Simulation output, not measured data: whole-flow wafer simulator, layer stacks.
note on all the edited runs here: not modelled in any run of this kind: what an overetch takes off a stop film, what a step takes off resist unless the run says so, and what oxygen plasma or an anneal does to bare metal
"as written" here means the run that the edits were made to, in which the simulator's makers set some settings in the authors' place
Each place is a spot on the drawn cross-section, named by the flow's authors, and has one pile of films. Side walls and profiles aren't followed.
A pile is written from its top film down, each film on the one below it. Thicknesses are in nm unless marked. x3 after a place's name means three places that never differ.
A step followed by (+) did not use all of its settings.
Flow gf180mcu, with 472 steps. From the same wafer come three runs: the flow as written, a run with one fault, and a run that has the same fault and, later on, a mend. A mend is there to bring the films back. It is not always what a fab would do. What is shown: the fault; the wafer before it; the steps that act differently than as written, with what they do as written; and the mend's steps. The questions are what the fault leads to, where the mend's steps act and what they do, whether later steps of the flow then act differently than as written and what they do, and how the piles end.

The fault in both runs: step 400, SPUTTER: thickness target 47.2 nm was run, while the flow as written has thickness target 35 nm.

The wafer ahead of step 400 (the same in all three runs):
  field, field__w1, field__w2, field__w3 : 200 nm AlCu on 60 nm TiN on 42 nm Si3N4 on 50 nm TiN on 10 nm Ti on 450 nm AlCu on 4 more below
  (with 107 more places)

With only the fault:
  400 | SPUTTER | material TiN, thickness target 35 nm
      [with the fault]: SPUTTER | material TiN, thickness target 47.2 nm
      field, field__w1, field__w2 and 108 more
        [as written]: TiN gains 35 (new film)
        [with the fault]: TiN gains 47.2 (new film)
  Steps later in the flow that act otherwise than as written (8 more steps, not shown, differ only slightly: by at most 2% or 0.5 nm, whichever is larger):
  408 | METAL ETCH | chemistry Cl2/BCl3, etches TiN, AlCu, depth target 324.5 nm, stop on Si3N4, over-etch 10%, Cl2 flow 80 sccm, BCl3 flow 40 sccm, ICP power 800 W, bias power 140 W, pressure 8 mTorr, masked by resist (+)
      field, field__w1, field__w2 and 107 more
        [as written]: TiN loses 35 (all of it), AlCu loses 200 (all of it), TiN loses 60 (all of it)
        [with the fault]: TiN loses 47.2 (all of it), AlCu loses 200 (all of it), TiN loses 60 (all of it)
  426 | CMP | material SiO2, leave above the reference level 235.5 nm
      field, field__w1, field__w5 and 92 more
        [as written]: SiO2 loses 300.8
        [with the fault]: SiO2 loses 288.6
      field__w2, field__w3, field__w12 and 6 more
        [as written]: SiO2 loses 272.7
        [with the fault]: SiO2 loses 260.5
  The piles end different from the flow's at mim by more than 2% or 0.5 nm, whichever is larger.
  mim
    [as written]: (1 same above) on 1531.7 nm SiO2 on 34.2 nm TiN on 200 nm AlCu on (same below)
    [with the fault]: (1 same above) on 1531.7 nm SiO2 on 46.4 nm TiN on 200 nm AlCu on (same below)

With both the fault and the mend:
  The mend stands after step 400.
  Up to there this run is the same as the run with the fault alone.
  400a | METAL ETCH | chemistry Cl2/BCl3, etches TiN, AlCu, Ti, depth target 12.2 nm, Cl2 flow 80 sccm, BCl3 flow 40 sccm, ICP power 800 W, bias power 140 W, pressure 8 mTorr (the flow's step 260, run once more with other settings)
      field, field__w1, field__w2 and 108 more
        TiN loses 12.2
  None of the later steps of the flow acts differently than as written at any place that is followed.
  At every place that both follow, the piles at the end match the flow's.
